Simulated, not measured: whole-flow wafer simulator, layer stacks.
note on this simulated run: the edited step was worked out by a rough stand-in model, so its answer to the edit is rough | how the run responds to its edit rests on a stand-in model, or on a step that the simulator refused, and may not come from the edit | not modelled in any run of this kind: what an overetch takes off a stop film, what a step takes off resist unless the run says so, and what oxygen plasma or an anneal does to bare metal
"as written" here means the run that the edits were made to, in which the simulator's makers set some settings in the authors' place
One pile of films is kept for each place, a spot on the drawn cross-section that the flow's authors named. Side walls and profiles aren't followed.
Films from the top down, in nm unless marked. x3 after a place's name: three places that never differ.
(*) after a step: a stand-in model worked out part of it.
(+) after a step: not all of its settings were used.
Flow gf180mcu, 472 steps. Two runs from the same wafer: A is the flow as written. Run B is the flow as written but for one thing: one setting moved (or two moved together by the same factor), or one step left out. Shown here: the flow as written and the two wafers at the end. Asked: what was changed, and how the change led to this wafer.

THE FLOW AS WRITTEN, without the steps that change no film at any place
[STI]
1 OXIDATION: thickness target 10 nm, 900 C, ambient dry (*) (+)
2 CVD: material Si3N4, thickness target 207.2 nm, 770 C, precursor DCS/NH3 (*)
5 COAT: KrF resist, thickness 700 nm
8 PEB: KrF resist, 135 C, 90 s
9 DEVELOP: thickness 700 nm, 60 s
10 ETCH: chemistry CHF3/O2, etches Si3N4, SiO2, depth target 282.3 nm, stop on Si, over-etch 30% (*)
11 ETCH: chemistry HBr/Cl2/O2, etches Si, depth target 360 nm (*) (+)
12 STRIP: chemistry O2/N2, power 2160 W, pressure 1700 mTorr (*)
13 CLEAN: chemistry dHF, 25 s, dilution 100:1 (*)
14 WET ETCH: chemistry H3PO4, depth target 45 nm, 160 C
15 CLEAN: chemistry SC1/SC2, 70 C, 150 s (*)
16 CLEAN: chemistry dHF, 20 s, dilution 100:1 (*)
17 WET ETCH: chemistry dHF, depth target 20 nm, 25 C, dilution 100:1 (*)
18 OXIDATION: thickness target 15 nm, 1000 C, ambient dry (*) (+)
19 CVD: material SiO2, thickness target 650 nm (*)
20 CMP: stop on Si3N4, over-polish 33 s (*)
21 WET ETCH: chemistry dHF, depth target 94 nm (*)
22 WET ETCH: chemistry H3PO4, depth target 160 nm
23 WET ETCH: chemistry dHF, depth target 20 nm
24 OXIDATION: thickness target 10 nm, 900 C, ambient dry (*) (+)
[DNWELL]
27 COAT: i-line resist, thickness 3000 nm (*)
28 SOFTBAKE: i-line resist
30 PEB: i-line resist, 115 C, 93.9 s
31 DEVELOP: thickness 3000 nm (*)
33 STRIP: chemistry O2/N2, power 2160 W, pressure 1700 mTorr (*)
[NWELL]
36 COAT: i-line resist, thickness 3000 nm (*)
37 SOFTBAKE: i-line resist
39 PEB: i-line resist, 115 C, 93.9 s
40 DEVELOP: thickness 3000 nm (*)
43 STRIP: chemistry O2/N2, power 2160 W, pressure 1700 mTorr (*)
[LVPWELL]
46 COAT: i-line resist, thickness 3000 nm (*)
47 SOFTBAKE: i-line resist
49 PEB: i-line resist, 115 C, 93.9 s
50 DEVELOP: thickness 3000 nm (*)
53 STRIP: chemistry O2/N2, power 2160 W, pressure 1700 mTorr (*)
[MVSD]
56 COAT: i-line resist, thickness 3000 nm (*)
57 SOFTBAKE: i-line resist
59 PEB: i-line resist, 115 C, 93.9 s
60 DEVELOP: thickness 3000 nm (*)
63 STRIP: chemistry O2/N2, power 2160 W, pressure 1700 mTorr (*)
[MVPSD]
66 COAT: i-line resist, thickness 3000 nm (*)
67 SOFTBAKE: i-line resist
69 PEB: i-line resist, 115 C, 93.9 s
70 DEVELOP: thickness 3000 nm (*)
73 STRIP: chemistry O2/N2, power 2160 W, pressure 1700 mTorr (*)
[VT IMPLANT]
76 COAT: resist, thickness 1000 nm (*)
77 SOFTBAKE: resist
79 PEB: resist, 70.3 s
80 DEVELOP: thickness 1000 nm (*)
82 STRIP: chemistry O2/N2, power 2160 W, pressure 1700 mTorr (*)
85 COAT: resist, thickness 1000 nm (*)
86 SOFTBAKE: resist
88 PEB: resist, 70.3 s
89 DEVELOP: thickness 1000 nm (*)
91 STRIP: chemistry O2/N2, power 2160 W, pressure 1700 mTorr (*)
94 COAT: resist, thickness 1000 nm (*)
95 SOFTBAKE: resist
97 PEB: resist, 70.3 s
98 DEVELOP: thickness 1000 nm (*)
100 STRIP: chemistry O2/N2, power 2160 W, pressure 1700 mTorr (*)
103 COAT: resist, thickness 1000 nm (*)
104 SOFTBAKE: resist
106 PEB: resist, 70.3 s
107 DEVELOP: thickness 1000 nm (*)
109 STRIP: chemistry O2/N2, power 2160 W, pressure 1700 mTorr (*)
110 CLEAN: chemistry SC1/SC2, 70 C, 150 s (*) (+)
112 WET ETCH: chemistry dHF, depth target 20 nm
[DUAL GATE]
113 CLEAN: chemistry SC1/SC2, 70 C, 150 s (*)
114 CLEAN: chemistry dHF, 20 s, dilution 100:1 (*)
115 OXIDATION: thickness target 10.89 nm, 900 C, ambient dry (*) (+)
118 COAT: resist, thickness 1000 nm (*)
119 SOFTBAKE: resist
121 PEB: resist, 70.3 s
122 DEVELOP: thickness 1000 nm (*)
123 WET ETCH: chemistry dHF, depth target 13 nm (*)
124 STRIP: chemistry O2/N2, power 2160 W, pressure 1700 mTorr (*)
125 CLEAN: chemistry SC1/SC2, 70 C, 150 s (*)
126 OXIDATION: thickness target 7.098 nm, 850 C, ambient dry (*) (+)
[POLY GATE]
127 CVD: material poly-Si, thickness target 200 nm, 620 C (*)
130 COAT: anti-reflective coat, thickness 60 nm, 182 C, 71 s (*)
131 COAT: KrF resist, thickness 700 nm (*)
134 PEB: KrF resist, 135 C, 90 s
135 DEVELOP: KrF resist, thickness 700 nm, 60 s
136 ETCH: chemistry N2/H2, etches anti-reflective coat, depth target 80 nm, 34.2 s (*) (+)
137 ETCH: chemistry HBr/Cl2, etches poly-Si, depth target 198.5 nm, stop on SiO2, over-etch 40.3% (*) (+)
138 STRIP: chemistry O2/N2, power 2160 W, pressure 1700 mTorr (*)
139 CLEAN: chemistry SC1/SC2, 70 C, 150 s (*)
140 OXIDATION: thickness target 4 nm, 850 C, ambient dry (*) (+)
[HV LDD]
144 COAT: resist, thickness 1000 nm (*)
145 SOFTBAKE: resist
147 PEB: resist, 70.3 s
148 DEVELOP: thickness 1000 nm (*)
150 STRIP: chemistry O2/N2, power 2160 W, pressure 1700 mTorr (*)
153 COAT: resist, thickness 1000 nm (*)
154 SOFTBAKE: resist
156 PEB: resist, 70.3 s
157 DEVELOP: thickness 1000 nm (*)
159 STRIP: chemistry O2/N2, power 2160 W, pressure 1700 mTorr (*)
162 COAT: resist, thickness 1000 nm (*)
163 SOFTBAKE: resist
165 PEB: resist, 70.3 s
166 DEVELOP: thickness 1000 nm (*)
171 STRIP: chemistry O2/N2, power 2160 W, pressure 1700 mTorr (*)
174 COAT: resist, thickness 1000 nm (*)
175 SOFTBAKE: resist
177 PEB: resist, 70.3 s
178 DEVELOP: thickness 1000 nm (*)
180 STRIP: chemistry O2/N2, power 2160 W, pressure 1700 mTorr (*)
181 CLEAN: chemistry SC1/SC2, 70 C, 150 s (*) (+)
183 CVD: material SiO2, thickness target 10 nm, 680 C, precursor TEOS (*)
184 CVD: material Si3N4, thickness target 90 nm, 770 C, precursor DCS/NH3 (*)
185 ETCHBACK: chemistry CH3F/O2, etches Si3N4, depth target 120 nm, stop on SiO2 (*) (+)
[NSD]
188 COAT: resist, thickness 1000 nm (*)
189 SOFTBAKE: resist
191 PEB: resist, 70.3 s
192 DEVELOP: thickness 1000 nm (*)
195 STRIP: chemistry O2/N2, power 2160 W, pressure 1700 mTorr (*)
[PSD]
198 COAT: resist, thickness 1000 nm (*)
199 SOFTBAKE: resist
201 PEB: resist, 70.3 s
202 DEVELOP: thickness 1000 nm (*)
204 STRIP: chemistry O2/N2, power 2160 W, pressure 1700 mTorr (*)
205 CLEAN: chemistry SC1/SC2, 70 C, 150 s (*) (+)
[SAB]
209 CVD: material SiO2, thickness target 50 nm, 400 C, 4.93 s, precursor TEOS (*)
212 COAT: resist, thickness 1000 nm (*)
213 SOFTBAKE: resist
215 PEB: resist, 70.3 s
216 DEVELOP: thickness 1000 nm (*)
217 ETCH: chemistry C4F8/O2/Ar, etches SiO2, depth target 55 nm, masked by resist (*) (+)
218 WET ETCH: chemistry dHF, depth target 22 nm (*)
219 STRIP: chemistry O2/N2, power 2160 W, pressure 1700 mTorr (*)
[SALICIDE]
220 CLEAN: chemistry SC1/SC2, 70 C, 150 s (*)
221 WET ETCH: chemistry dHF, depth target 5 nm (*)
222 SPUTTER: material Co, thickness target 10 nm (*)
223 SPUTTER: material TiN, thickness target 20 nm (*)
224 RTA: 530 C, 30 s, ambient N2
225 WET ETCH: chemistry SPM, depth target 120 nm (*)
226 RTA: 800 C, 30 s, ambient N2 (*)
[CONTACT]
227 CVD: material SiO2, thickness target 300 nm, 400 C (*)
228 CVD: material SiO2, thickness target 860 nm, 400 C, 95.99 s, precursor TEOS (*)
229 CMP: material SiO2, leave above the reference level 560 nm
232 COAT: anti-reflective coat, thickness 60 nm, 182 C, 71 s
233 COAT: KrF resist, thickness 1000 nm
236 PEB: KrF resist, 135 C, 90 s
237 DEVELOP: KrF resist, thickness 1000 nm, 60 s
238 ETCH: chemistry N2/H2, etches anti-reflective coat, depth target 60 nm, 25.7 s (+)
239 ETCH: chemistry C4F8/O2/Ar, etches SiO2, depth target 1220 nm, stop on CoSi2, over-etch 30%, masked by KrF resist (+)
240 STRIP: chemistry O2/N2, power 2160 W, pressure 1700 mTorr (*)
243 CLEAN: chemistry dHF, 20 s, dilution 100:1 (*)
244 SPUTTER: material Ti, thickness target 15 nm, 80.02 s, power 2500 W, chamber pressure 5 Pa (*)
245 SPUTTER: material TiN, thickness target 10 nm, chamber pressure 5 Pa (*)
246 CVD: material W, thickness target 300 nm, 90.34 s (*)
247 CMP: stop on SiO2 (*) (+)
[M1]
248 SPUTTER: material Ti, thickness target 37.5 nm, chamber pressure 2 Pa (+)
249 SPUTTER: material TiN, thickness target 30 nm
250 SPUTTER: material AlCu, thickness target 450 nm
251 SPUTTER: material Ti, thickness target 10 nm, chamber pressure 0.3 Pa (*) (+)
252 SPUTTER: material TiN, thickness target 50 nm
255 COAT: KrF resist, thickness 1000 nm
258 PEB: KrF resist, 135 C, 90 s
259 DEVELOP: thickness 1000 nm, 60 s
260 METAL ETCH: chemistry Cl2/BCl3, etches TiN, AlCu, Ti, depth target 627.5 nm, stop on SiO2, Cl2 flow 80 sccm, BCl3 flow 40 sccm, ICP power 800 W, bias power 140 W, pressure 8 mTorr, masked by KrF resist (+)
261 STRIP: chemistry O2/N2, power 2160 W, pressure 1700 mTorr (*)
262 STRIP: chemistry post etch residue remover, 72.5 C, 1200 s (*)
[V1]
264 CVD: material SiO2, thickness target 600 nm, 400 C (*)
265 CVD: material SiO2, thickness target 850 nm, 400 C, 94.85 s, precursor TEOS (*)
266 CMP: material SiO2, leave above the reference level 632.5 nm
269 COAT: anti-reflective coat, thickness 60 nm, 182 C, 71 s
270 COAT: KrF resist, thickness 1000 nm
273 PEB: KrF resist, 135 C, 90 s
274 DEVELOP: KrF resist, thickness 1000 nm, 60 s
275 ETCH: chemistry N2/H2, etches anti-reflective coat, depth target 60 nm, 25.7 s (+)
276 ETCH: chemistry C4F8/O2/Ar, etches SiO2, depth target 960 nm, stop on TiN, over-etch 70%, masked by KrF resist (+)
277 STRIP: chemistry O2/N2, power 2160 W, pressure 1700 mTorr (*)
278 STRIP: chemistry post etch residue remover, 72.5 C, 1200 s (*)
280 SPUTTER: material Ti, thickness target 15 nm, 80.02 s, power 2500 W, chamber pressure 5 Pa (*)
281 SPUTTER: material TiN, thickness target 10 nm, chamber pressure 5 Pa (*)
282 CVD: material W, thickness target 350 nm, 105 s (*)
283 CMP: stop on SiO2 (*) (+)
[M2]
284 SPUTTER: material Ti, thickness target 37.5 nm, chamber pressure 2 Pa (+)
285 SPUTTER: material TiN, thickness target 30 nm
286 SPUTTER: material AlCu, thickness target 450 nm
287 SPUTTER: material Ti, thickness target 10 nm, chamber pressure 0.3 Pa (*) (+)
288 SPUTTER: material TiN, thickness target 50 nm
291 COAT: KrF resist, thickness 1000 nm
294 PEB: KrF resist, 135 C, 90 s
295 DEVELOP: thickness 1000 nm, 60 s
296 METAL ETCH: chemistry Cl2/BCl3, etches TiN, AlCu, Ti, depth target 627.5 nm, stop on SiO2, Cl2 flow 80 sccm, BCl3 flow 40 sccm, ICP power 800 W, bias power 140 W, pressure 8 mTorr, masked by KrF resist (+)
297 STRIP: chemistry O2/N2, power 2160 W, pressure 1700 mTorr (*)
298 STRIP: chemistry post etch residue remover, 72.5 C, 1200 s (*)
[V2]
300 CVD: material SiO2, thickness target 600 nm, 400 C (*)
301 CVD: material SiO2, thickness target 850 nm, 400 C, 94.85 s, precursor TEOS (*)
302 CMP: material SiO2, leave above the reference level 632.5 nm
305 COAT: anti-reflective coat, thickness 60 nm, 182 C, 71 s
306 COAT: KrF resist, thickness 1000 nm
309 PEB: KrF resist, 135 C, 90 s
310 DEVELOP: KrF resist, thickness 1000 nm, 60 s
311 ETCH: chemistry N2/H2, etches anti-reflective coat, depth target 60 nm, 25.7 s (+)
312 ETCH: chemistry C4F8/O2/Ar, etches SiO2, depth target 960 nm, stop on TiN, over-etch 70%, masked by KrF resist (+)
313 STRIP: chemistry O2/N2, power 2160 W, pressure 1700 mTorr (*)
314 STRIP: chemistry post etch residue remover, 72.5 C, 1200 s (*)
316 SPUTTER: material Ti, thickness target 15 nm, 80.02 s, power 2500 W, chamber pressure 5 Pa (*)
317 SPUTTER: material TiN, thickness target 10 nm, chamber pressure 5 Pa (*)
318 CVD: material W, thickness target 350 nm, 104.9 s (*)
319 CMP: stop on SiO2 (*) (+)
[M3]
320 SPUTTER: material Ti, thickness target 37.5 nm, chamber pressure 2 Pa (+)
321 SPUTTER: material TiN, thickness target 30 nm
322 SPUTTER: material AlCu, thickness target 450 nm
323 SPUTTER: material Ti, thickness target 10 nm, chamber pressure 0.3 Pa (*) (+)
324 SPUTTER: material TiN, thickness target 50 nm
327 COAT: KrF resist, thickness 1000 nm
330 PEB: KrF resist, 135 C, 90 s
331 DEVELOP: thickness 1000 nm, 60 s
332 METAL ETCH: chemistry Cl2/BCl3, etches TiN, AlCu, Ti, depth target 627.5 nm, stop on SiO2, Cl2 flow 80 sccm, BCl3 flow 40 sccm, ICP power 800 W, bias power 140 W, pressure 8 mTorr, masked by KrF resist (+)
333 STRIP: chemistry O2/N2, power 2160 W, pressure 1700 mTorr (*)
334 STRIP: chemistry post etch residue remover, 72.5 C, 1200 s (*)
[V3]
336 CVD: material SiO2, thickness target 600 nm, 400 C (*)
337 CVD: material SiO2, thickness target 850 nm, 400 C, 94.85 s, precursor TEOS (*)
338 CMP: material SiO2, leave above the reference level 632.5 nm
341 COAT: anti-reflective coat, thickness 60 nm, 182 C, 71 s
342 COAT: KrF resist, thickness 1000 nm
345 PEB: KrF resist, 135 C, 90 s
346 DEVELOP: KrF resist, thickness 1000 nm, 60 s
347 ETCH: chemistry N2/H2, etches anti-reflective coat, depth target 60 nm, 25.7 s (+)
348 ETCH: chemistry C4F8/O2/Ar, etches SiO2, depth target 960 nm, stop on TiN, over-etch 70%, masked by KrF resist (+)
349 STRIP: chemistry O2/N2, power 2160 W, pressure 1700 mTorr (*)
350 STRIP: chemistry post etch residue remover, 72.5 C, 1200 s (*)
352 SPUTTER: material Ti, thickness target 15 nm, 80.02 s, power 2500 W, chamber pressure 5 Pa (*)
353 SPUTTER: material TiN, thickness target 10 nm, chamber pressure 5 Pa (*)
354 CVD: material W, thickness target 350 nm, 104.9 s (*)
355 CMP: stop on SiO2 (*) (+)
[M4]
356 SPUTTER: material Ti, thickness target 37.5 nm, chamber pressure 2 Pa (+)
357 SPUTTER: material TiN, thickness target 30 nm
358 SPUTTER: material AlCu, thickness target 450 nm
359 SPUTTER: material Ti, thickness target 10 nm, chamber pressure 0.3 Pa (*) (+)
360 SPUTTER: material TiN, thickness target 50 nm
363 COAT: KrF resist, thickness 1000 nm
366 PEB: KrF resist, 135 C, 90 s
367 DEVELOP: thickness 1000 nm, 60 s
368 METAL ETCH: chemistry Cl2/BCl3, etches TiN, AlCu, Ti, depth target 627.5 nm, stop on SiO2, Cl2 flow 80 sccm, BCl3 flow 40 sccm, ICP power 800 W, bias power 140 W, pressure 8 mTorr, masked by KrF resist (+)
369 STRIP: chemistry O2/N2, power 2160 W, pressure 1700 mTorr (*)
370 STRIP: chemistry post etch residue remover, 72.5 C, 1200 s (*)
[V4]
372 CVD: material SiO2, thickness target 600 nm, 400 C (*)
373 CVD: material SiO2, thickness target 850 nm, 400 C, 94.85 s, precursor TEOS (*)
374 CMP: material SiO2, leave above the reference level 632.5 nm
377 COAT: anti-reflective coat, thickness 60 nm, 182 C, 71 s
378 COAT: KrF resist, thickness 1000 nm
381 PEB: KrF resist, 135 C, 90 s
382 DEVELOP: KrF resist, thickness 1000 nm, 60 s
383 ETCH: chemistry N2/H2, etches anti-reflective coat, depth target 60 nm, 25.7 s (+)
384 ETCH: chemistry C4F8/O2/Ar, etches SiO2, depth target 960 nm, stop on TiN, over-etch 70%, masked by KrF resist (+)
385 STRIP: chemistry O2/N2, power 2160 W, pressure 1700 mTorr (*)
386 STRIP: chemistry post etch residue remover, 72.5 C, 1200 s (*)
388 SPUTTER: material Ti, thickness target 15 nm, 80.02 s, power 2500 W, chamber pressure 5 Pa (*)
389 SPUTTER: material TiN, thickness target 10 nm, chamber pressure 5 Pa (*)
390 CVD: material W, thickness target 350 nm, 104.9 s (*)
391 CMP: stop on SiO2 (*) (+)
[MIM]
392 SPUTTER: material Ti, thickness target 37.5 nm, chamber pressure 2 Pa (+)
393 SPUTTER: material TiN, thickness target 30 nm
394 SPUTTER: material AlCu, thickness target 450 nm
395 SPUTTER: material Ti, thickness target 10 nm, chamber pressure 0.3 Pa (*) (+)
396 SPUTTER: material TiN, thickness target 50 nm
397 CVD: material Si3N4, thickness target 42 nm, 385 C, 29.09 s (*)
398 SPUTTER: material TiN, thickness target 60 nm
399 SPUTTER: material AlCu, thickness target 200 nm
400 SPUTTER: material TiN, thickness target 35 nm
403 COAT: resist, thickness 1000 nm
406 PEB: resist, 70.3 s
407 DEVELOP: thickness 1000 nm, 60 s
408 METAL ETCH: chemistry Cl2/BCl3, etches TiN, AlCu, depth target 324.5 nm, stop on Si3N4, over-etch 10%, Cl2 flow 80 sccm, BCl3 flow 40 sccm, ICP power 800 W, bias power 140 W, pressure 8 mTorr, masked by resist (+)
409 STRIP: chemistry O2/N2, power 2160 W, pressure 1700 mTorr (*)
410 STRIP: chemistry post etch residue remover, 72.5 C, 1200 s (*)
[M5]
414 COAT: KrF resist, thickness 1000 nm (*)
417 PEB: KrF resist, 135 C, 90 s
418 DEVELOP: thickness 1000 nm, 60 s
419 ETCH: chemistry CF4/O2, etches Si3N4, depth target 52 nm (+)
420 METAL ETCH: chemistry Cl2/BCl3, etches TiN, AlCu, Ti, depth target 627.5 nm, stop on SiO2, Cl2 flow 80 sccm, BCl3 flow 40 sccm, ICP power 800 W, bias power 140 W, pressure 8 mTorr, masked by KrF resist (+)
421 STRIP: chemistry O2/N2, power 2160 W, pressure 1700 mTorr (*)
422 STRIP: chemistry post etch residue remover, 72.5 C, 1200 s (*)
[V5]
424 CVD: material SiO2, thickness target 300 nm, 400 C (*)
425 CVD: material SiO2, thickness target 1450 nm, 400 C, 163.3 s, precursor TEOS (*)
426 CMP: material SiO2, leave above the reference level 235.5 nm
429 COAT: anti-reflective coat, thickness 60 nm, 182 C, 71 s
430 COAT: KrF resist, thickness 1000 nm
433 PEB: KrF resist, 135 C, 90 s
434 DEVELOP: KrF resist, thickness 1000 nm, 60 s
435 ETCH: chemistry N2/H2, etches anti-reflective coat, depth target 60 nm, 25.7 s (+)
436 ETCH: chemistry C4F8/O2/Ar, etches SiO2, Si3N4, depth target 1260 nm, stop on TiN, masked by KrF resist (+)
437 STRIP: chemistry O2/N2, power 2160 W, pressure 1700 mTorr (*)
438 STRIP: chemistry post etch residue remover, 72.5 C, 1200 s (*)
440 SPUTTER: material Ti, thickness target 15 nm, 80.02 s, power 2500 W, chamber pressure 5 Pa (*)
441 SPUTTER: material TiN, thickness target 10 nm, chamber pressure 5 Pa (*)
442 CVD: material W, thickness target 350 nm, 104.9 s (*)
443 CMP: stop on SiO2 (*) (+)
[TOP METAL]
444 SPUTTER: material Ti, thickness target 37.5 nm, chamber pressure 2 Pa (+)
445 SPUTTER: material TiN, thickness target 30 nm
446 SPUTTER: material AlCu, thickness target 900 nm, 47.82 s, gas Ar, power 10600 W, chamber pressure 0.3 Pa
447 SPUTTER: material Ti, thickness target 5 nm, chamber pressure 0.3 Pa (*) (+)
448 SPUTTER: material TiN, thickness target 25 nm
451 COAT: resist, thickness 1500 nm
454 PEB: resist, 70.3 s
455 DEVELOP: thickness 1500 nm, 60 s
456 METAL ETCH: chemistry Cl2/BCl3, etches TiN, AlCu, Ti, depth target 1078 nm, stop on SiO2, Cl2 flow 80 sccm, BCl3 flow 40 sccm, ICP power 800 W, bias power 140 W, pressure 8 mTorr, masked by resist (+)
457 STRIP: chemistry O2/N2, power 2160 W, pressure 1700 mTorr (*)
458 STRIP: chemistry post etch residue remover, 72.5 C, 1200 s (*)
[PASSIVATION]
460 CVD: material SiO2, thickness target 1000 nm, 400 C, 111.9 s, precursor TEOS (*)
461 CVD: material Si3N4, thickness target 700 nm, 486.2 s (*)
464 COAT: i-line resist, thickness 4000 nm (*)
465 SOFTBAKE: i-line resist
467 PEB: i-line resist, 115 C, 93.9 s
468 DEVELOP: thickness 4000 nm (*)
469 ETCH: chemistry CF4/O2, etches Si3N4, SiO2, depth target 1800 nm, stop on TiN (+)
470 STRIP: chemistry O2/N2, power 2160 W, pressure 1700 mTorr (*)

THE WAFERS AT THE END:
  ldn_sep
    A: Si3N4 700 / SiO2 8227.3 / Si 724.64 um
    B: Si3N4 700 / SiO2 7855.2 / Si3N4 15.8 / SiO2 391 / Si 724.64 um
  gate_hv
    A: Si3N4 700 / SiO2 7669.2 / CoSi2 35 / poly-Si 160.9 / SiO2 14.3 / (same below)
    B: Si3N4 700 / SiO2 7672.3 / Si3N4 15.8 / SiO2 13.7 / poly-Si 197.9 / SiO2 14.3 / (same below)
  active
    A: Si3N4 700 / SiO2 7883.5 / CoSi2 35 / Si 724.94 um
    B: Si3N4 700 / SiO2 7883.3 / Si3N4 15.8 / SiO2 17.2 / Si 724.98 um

The cause: step 184, CVD: thickness target 140 nm was run, where the flow has thickness target 90 nm.

How the change led to this, step by step:
  184 CVD: material Si3N4, thickness target 90 nm, 770 C, precursor DCS/NH3 (*)
      field, field__w1, field__w2 and 101 more: A Si3N4 +90 (new film) | B Si3N4 +140 (new film)
  185 ETCHBACK: chemistry CH3F/O2, etches Si3N4, depth target 120 nm, stop on SiO2 (*) (+)
      field, field__w1, field__w2 and 100 more: A Si3N4 -90 (all of it), SiO2 -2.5 | B Si3N4 -120
  188 COAT: resist, thickness 1000 nm (*)
      field__w9: A resist +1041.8 (new film) | B resist +1063.6 (new film)
      spacer: A resist +920.2 (new film) | B resist +893.1 (new film)
  189 SOFTBAKE: resist
      field__w9: A resist +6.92 | B resist -3.03
      field__w11: A resist +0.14 | B resist -0.43
      (and at 29 more places)
  192 DEVELOP: thickness 1000 nm (*)
      spacer: A resist -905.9 (all of it) | B resist -879.4 (all of it)
  198 COAT: resist, thickness 1000 nm (*)
      field__w9: A resist +1041.8 (new film) | B resist +1063.6 (new film)
      spacer: A resist +920.2 (new film) | B resist +893.1 (new film)
  199 SOFTBAKE: resist
      field__w9: A resist +6.92 | B resist -3.03
      field__w11: A resist +0.14 | B resist -0.43
      (and at 32 more places)
  204 STRIP: chemistry O2/N2, power 2160 W, pressure 1700 mTorr (*)
      spacer: A resist -905.9 (all of it) | B resist -879.3 (all of it)
  205 CLEAN: chemistry SC1/SC2, 70 C, 150 s (*) (+)
      field, field__w1, field__w2 and 105 more: A SiO2 -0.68 | B Si3N4 -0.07
  209 CVD: material SiO2, thickness target 50 nm, 400 C, 4.93 s, precursor TEOS (*)
      field, field__w7, field__w8 and 73 more: A SiO2 +50 | B SiO2 +50 (new film)
      field_sub, field_sub__w2, ld_drn_n, ld_sd_p: A SiO2 +48.8 | B SiO2 +48.7 (new film)
      (and at 28 more places)
  212 COAT: resist, thickness 1000 nm (*)
      spacer: A resist +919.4 (new film) | B resist +892.5 (new film)
  213 SOFTBAKE: resist
      npoly_sal: A resist -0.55 | B resist +0.52
      field__w1: A resist +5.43 | B resist +5.99
      (and at 20 more places)
  216 DEVELOP: thickness 1000 nm (*)
      spacer: A resist -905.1 (all of it) | B resist -878.8 (all of it)
  217 ETCH: chemistry C4F8/O2/Ar, etches SiO2, depth target 55 nm, masked by resist (*) (+)
      field, field__w7, field__w8 and 70 more: A SiO2 -55 | B SiO2 -50 (all of it), Si3N4 -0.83
      field__w1, m1, nw_enc_fld_lv__w3: A SiO2 -55 | B SiO2 -49.2 (all of it), Si3N4 -0.97
      (and at 23 more places)
  218 WET ETCH: chemistry dHF, depth target 22 nm (*)
      gate, gate_hv, gate_p and 23 more: A SiO2 -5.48 (all of it) | B Si3N4 -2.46
      field, field__w10, sti and 14 more: A SiO2 -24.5 | B Si3N4 -2.46
      (and at 56 more places)
  219 STRIP: chemistry O2/N2, power 2160 W, pressure 1700 mTorr (*)
      gate, gate_hv, gate_p and 23 more: A chemical SiO2 +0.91 (new film), poly-Si -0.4 | B nothing
      active, p_well, sd_n and 20 more: A chemical SiO2 +0.91 (new film), Si -0.4 | B nothing
  ... 13 more steps ...
  471 ANNEAL: 400 C, 1800 s, ambient N2/H2
      polyc_n, polyc_p: A nothing | B under 9 films: void +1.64 (new film), Ti -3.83, TiSi first +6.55 (new film), poly-Si -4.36
      contact: A nothing | B under 49 films: void +1.62 (new film), Ti -3.83, TiSi first +6.55 (new film), Si -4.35
Counting metal films that touch as one body, gate_hv has 0 bodies; the flow as written gives 1 body.
Counting metal films that touch as one body, active has 0 bodies; the flow as written gives 1 body.
